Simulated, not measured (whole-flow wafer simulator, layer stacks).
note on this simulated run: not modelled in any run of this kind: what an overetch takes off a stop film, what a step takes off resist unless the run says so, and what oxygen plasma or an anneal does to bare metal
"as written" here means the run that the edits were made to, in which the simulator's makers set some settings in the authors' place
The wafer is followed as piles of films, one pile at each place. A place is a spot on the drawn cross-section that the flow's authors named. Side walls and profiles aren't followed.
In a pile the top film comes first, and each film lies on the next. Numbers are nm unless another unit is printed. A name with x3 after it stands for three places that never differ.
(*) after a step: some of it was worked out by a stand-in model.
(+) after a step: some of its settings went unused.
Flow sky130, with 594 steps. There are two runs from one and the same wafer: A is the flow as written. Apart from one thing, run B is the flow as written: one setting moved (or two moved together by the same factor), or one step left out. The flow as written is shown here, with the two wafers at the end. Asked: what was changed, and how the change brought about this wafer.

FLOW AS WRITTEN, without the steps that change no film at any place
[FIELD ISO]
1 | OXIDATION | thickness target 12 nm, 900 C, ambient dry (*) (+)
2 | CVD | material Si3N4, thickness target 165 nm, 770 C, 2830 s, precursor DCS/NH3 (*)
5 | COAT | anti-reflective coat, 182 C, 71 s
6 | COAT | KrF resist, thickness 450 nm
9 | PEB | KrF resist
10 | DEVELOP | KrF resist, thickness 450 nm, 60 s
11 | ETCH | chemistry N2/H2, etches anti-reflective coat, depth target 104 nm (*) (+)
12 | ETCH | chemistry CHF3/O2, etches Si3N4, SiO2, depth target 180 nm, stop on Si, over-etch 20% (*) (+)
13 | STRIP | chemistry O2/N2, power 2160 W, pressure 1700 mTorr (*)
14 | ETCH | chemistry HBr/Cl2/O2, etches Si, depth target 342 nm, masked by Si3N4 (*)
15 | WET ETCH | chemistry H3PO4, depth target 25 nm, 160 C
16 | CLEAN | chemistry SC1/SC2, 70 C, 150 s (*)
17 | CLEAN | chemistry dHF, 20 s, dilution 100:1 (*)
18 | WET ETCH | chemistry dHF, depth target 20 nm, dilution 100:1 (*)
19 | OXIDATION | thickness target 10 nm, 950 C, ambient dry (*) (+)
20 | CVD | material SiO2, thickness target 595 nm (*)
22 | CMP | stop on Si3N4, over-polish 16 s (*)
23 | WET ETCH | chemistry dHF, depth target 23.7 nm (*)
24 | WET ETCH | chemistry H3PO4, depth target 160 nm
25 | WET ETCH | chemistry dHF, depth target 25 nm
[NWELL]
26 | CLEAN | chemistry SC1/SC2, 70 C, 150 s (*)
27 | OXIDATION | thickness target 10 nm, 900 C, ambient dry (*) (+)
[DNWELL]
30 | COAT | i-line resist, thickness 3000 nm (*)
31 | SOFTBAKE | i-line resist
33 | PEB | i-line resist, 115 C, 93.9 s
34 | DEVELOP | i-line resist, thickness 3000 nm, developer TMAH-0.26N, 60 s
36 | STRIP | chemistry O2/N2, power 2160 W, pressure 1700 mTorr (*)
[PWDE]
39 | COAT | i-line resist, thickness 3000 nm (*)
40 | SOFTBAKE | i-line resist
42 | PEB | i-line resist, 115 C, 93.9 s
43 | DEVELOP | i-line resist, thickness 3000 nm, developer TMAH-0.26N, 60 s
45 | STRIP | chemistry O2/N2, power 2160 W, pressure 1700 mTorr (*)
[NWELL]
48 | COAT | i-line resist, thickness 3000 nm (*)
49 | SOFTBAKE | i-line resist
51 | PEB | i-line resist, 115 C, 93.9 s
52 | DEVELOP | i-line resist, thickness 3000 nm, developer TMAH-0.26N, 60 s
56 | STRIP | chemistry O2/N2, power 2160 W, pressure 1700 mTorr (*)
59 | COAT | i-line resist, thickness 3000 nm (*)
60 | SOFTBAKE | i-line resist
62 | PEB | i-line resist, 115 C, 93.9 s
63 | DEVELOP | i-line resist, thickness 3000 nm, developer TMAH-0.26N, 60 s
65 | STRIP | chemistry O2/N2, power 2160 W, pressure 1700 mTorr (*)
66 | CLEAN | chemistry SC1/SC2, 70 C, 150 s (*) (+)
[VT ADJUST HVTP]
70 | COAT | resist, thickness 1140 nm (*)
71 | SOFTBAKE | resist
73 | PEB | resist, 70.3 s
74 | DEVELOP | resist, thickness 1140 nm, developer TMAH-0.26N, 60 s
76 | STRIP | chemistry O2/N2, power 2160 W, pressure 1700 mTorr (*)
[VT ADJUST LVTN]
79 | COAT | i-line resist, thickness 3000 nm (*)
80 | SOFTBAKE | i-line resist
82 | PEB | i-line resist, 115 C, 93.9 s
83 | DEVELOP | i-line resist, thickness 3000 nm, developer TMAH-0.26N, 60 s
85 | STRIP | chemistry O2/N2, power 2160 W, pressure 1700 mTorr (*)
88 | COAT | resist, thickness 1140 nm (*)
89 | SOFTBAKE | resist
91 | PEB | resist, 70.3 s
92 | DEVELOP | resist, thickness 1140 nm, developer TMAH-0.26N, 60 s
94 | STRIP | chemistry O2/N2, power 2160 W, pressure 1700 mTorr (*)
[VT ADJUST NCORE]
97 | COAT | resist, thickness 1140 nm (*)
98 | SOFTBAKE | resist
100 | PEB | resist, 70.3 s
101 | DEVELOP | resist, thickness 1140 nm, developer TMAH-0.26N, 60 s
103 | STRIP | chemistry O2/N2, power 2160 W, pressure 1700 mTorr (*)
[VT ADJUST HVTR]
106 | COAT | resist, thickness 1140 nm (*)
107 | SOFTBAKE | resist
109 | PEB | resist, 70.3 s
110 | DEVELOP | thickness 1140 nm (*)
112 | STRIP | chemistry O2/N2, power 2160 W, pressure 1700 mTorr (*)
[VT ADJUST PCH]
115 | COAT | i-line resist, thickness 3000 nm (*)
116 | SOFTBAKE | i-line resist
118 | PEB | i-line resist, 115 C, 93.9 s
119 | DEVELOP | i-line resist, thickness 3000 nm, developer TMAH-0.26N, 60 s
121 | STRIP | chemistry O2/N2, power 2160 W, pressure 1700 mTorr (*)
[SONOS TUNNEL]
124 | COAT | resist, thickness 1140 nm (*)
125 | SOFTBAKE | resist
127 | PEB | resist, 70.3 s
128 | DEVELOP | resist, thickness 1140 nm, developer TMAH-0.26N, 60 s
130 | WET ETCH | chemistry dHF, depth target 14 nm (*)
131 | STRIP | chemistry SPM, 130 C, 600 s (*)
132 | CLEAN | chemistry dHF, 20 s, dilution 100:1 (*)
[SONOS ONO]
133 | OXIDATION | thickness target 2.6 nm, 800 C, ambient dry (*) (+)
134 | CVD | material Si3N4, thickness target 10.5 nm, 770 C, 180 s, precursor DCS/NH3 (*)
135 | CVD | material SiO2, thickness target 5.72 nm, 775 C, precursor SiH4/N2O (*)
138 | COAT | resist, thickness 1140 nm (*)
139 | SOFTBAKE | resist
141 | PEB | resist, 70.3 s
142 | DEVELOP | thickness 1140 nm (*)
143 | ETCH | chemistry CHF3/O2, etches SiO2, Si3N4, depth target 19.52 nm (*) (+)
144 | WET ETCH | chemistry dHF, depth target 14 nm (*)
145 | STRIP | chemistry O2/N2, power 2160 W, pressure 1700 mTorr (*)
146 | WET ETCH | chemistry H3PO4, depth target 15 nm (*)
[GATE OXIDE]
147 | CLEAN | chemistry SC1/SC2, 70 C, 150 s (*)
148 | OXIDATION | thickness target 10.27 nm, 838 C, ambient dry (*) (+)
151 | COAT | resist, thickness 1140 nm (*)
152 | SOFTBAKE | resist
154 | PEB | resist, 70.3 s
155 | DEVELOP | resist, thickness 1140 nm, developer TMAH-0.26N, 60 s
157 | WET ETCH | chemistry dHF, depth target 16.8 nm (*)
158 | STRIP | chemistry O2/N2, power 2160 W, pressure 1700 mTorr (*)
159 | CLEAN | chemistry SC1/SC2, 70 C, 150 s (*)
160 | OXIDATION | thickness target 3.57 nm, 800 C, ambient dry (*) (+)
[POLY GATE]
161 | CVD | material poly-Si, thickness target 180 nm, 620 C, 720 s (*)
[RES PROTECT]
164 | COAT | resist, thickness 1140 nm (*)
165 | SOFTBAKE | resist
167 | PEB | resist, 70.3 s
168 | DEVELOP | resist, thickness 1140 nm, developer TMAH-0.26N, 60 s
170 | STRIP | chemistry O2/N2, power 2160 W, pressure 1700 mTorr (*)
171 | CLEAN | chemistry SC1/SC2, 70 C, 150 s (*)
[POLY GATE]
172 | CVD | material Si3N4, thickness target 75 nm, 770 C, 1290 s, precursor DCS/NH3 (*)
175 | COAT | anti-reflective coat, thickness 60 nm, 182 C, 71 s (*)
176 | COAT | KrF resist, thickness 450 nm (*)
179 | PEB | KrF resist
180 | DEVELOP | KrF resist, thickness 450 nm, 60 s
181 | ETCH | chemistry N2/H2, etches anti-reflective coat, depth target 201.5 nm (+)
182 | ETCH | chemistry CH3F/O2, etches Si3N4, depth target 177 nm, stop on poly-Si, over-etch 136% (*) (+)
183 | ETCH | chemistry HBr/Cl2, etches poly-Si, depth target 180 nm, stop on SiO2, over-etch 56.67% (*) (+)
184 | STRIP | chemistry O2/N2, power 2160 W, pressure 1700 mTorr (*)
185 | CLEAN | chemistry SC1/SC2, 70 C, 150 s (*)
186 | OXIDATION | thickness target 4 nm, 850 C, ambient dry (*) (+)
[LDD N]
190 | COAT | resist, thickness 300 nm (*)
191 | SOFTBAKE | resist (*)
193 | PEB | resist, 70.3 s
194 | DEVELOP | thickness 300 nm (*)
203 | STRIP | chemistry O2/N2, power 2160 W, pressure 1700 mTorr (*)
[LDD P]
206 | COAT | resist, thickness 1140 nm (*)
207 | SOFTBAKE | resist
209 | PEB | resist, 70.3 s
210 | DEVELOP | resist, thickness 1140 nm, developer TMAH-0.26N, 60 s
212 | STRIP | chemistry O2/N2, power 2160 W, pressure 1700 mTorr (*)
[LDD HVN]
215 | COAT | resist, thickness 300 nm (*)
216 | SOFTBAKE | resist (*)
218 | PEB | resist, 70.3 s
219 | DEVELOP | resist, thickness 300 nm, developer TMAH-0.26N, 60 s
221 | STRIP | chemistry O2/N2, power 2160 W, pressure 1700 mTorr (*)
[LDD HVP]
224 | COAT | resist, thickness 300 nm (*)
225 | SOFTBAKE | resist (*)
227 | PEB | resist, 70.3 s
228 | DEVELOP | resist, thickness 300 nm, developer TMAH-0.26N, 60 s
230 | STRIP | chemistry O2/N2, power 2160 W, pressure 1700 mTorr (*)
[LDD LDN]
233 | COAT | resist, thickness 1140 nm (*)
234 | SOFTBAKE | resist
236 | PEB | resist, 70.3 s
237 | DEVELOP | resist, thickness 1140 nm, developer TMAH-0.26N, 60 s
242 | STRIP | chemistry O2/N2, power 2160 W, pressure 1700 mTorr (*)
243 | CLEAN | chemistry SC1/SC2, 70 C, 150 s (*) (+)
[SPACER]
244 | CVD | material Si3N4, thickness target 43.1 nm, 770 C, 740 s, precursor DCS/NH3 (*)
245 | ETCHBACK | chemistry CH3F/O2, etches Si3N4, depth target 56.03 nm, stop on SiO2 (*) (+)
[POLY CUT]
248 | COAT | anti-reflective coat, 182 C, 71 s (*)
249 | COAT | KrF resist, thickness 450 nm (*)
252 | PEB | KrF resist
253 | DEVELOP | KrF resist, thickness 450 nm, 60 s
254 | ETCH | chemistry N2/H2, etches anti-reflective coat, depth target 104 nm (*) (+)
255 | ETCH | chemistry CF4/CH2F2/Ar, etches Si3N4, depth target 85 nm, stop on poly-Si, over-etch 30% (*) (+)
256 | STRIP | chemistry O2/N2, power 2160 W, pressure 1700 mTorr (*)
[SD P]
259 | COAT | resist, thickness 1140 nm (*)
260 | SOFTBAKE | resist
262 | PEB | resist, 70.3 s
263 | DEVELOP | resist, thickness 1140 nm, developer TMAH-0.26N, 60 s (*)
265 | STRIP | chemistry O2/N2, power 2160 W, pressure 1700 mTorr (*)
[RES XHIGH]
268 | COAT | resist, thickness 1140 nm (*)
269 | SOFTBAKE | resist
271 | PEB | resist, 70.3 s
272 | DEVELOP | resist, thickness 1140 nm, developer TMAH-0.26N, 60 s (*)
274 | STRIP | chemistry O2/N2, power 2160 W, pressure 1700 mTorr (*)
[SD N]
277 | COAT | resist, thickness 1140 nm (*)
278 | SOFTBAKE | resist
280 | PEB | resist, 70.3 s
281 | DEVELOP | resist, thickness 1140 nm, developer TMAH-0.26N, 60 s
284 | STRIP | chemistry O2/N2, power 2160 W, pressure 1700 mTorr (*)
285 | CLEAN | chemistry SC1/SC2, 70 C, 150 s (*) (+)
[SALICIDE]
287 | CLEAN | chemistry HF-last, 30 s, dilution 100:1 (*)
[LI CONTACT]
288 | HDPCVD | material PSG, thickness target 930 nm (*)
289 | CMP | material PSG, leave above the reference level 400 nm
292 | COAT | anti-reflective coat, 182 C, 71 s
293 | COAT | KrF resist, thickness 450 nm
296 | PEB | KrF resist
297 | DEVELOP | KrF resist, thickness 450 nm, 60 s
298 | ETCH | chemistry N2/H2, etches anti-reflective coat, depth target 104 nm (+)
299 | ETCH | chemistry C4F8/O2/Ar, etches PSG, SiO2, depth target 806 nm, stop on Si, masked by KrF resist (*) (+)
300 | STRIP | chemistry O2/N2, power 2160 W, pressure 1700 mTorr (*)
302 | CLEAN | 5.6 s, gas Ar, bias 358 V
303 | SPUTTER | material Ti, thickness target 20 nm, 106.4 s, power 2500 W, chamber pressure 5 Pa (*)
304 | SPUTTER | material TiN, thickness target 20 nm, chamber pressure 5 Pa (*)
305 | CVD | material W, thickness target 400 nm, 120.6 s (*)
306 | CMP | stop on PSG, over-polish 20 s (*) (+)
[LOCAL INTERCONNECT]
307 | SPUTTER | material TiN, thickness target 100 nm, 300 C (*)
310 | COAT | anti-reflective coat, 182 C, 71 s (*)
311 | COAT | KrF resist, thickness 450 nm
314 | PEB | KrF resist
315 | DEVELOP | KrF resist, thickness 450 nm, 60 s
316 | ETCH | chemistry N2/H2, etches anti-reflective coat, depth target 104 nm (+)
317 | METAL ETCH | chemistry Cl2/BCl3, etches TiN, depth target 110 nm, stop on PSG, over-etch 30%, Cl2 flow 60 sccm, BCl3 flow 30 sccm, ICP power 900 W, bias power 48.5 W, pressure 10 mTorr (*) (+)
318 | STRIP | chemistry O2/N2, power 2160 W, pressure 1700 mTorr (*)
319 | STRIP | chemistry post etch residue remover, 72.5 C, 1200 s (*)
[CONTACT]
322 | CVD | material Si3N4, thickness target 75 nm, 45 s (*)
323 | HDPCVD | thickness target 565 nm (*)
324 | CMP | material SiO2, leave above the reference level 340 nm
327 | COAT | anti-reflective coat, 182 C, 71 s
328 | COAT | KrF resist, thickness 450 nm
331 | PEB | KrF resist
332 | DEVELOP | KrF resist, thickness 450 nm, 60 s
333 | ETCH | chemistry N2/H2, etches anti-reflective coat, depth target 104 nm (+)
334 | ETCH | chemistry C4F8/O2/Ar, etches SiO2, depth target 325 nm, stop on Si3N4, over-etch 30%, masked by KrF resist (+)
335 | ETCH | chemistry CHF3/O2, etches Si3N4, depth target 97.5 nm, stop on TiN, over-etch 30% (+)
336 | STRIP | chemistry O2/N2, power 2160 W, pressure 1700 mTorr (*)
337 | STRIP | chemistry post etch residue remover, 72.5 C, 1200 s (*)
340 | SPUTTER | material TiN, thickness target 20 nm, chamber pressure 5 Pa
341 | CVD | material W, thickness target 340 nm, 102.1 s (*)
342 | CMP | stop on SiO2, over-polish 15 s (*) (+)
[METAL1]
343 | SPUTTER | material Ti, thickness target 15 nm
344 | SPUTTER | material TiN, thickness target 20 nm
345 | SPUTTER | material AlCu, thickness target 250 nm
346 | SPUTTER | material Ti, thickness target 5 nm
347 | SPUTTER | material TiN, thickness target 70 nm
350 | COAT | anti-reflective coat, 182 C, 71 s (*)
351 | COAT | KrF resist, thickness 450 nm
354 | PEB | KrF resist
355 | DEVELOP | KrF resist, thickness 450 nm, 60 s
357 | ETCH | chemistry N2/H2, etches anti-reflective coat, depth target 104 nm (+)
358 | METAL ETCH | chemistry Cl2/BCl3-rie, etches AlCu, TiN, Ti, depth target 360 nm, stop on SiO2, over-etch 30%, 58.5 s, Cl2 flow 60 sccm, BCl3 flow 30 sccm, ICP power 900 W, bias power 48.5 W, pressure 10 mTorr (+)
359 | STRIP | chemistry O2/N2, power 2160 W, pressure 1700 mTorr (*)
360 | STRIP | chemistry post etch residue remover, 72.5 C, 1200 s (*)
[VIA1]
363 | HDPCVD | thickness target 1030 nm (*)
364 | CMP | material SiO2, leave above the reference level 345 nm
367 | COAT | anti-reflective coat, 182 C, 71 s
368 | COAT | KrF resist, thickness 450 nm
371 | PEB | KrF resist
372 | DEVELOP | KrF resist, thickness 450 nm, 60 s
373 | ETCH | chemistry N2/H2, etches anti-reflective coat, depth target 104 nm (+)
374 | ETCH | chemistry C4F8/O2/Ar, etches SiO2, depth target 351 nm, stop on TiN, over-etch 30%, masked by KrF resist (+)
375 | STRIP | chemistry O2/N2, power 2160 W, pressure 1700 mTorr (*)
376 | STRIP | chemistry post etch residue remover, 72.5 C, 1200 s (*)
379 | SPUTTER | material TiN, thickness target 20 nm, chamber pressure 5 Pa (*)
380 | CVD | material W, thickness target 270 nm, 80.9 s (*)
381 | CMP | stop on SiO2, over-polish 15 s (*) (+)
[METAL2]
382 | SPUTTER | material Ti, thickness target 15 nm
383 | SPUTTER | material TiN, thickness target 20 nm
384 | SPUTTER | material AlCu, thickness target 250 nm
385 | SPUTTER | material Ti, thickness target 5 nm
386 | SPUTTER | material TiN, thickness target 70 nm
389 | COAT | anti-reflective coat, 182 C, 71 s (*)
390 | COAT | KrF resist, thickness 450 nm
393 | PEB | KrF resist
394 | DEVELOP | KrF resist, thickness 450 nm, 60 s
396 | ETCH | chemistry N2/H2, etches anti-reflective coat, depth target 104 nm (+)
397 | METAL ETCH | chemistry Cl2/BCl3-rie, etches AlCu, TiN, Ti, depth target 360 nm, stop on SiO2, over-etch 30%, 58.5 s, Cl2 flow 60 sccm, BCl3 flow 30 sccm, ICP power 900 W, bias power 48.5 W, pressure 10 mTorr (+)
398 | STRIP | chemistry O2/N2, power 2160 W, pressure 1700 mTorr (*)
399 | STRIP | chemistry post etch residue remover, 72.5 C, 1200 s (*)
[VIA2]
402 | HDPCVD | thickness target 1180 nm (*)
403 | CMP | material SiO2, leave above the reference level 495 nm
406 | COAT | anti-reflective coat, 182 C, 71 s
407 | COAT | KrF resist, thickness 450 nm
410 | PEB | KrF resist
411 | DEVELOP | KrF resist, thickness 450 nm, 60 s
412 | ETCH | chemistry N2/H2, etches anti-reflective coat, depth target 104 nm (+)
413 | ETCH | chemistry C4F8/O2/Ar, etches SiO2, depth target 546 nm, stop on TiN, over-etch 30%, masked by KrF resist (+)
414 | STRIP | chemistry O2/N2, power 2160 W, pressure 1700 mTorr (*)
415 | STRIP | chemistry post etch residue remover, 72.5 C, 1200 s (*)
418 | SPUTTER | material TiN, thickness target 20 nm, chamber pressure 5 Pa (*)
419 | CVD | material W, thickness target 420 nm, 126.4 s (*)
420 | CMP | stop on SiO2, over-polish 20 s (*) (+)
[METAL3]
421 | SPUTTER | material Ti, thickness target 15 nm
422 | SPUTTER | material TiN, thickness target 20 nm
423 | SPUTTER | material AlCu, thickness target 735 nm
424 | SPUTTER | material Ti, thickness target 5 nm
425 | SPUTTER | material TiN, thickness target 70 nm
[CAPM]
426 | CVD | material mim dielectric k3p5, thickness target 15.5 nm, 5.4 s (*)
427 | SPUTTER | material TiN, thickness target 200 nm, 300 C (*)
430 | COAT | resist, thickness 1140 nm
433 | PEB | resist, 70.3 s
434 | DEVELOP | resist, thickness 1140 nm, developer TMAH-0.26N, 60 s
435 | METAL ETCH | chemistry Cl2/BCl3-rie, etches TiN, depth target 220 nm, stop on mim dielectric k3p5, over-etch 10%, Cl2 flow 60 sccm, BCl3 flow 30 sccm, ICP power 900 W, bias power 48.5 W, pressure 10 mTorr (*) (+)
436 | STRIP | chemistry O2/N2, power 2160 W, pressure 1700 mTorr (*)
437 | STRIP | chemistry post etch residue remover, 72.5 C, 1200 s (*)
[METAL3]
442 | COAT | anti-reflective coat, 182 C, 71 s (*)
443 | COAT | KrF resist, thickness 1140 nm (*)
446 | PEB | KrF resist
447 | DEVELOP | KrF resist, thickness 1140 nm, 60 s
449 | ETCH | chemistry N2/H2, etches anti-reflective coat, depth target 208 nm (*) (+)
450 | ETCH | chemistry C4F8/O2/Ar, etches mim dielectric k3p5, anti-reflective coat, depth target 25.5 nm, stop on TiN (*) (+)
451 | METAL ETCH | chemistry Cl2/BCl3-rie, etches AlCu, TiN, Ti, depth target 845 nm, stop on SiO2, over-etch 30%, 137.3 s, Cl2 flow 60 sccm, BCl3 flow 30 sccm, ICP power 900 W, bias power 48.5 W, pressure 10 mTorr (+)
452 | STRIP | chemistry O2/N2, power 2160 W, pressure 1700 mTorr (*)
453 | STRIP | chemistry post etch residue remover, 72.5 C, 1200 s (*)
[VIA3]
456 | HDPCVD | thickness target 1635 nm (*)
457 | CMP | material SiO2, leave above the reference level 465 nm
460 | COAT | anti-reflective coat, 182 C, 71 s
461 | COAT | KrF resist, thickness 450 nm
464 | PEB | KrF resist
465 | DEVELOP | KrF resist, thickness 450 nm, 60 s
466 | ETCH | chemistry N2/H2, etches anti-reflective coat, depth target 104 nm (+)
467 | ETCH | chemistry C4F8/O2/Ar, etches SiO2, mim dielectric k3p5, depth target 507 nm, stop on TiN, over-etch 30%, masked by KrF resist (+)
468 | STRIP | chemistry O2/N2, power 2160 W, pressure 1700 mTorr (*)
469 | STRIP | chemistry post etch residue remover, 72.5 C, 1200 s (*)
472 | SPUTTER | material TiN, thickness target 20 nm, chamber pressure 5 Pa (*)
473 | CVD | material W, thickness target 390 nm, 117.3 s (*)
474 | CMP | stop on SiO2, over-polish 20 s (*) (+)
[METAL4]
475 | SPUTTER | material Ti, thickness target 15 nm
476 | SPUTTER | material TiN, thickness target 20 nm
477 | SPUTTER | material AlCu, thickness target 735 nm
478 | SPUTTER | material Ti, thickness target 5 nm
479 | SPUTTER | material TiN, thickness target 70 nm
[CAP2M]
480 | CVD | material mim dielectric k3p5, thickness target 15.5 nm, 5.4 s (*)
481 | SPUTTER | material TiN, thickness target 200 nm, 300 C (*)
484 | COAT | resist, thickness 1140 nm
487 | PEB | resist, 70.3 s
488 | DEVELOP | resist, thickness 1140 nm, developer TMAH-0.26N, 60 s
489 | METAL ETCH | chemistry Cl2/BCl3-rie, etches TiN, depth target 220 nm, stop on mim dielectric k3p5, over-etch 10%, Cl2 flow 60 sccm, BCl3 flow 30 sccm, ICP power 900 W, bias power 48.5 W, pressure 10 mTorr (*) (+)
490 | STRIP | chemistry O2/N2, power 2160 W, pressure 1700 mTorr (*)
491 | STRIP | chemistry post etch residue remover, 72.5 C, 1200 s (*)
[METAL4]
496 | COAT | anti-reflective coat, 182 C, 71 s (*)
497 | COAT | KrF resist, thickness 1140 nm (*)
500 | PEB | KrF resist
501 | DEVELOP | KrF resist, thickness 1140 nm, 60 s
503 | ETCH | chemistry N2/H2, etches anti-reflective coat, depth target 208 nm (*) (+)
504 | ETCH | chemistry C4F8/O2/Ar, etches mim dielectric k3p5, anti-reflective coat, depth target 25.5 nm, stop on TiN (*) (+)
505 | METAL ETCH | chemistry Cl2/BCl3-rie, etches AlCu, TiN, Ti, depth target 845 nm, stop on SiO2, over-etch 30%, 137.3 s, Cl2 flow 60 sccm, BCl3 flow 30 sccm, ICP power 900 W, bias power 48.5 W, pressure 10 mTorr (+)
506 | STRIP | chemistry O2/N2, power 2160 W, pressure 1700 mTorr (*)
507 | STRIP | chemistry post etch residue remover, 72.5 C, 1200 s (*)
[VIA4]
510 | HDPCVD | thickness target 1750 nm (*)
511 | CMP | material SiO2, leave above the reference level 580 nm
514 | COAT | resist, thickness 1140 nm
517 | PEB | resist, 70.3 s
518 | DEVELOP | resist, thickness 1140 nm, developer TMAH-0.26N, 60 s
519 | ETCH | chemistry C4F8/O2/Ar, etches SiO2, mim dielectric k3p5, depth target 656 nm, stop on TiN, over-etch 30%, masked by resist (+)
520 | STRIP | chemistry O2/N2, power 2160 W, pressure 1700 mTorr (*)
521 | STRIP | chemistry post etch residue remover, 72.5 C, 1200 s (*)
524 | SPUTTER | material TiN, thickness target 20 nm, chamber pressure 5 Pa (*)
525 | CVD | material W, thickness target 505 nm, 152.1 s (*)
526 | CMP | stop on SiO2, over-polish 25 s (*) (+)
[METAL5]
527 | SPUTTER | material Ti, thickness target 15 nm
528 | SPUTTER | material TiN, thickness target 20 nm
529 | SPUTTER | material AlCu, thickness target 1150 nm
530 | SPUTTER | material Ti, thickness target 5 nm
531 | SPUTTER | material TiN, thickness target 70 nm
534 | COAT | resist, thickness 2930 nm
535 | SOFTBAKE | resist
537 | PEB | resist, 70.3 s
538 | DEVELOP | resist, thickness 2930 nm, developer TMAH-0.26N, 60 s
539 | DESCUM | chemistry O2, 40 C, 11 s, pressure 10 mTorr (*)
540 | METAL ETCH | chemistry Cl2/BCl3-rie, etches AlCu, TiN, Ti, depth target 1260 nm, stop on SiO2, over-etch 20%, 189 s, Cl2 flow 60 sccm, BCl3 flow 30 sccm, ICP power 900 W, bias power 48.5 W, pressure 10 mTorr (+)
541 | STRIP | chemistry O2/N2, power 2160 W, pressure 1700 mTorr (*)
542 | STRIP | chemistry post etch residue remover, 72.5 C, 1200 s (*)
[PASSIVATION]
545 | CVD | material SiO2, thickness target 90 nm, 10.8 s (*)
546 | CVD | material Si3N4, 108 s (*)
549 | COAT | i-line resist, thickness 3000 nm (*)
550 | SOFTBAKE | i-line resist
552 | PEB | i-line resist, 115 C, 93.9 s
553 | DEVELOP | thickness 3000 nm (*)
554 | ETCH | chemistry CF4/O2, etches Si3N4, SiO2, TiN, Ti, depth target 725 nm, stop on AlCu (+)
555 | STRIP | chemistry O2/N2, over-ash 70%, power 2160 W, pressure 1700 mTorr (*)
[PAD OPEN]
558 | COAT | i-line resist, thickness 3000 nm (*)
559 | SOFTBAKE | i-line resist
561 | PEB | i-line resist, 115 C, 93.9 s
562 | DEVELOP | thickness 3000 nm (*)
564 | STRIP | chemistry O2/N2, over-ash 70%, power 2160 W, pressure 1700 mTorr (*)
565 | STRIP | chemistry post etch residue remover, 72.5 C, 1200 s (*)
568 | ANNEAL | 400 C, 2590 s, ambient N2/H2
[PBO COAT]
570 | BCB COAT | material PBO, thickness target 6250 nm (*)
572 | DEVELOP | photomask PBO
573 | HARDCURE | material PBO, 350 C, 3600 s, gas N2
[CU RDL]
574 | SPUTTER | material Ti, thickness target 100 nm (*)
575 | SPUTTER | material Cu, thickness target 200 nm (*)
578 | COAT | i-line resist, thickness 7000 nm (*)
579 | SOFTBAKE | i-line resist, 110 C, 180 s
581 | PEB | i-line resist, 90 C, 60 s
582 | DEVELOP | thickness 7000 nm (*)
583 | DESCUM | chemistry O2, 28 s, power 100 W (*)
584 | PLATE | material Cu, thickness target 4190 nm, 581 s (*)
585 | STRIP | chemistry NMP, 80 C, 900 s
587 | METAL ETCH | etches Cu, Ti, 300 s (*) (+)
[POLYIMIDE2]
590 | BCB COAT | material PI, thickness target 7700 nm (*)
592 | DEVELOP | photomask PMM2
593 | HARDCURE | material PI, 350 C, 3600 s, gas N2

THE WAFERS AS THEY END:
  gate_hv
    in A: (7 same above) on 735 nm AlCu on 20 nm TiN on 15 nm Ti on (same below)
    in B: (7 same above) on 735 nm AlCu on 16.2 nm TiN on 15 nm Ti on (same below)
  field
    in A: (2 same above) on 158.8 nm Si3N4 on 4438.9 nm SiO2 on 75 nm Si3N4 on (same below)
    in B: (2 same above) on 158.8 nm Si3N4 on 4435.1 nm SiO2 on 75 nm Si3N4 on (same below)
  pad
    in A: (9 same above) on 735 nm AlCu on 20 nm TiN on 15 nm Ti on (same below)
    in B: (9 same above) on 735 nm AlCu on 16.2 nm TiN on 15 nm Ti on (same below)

Cause: step 476, SPUTTER: thickness target 16.2 nm was run, though the flow has thickness target 20 nm.
One can read it off the wafer: gate_hv has TiN 16.2, and step 476 as written asks for 20 nm.

Step by step, how the change led to this:
  476 | SPUTTER | material TiN, thickness target 20 nm
      field, active, n_well and 189 more: A TiN gains 20 (new film) | B TiN gains 16.2 (new film)
  505 | METAL ETCH | chemistry Cl2/BCl3-rie, etches AlCu, TiN, Ti, depth target 845 nm, stop on SiO2, over-etch 30%, 137.3 s, Cl2 flow 60 sccm, BCl3 flow 30 sccm, ICP power 900 W, bias power 48.5 W, pressure 10 mTorr (+)
      field, gate, spacer and 68 more: A TiN loses 70 (all of it), Ti loses 5 (all of it), AlCu loses 735 (all of it), TiN loses 20 (all of it), Ti loses 15 (all of it), SiO2 loses 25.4 | B TiN loses 70 (all of it), Ti loses 5 (all of it), AlCu loses 735 (all of it), TiN loses 16.2 (all of it), Ti loses 15 (all of it), SiO2 loses 25.7
      active, vpp_iso1, mim_edge_plate and 14 more: A TiN loses 70 (all of it), Ti loses 5 (all of it), AlCu loses 735 (all of it), TiN loses 20 (all of it), Ti loses 15 (all of it), SiO2 loses 25.3 | B TiN loses 70 (all of it), Ti loses 5 (all of it), AlCu loses 735 (all of it), TiN loses 16.2 (all of it), Ti loses 15 (all of it), SiO2 loses 25.7
